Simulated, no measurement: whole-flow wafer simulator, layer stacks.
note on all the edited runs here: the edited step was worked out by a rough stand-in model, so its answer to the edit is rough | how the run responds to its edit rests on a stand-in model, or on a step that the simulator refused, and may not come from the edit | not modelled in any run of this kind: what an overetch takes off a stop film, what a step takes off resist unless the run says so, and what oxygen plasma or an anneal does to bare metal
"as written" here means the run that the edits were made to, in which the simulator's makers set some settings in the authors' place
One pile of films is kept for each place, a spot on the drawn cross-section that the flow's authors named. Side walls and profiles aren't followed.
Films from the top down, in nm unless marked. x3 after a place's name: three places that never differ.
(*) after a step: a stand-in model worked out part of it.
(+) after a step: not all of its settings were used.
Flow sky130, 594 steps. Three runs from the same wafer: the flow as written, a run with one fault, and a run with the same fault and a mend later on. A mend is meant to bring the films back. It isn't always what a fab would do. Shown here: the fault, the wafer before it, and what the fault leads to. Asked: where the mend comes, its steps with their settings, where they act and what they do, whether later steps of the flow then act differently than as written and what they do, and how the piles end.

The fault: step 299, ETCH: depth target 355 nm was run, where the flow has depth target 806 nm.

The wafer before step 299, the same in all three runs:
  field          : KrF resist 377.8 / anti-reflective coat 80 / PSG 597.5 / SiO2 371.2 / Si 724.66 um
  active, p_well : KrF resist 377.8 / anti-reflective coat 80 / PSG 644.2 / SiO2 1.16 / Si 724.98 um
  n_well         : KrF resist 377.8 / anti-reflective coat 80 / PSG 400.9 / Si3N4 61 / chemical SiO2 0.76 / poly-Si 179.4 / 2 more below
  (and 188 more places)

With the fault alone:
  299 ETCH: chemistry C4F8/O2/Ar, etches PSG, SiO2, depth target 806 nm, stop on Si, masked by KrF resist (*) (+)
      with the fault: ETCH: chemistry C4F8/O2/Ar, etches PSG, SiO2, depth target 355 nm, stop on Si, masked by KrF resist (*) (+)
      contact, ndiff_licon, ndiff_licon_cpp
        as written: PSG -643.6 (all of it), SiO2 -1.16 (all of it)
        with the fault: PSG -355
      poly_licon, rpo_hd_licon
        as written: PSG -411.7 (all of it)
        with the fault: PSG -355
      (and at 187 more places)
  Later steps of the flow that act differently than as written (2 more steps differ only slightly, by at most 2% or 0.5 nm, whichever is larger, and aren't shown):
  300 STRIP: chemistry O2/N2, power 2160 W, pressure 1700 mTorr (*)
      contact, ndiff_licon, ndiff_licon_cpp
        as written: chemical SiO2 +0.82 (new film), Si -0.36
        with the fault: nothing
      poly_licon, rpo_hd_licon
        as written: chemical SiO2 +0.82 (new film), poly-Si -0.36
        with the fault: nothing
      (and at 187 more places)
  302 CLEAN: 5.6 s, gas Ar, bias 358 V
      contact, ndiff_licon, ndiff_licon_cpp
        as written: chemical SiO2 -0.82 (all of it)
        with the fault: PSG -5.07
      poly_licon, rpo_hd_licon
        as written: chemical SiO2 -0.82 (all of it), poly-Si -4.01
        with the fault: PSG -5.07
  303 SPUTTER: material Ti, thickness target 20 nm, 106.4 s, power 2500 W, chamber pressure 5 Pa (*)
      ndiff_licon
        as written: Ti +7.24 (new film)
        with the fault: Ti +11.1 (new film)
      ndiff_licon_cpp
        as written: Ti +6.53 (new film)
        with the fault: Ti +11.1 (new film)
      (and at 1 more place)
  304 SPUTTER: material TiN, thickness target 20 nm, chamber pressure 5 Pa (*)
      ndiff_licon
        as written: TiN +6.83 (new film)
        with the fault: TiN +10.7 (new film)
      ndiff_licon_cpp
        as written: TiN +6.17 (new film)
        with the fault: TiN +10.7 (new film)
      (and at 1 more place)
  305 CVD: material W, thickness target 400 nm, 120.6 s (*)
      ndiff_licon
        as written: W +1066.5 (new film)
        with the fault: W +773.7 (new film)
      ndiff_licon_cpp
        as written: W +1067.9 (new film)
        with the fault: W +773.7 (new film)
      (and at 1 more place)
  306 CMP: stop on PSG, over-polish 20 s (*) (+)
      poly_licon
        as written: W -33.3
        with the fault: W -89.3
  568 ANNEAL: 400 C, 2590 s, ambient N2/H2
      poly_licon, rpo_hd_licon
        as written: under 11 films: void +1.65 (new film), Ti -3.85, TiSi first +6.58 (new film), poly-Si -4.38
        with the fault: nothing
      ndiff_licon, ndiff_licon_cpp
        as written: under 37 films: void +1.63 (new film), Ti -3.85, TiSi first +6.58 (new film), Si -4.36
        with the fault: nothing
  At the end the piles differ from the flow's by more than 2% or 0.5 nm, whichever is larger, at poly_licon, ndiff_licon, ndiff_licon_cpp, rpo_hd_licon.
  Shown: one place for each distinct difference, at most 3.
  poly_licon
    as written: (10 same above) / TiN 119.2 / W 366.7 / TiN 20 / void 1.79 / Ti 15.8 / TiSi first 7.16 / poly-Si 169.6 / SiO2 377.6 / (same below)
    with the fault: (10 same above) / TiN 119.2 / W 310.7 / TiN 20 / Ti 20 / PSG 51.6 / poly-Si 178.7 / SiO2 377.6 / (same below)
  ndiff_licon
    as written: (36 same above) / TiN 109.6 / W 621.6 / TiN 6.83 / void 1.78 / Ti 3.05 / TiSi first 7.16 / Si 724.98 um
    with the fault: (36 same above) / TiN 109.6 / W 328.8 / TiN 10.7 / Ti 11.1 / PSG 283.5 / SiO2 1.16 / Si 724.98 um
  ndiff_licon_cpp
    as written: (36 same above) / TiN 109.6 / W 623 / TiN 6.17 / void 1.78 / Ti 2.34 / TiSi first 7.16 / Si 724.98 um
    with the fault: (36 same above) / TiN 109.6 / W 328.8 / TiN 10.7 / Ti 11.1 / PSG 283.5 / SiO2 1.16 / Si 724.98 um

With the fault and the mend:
  The mend comes after step 299.
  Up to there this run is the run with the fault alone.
  299a ETCH: chemistry C4F8/O2/Ar, etches PSG, SiO2, depth target 451 nm, stop on Si, masked by KrF resist (*) (+) (the flow's step 299 once more, with other settings)
      field, active, n_well and 184 more
        KrF resist -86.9
      contact, ndiff_licon, ndiff_licon_cpp
        PSG -288.6 (all of it), SiO2 -1.16 (all of it)
      poly_licon, rpo_hd_licon
        PSG -56.7 (all of it)
  No later step of the flow acts differently than as written, at any place that is followed, by more than 2% or 0.5 nm, whichever is larger.
  At the end the piles differ from the flow's only slightly at the places that both follow, by at most 2% or 0.5 nm, whichever is larger.
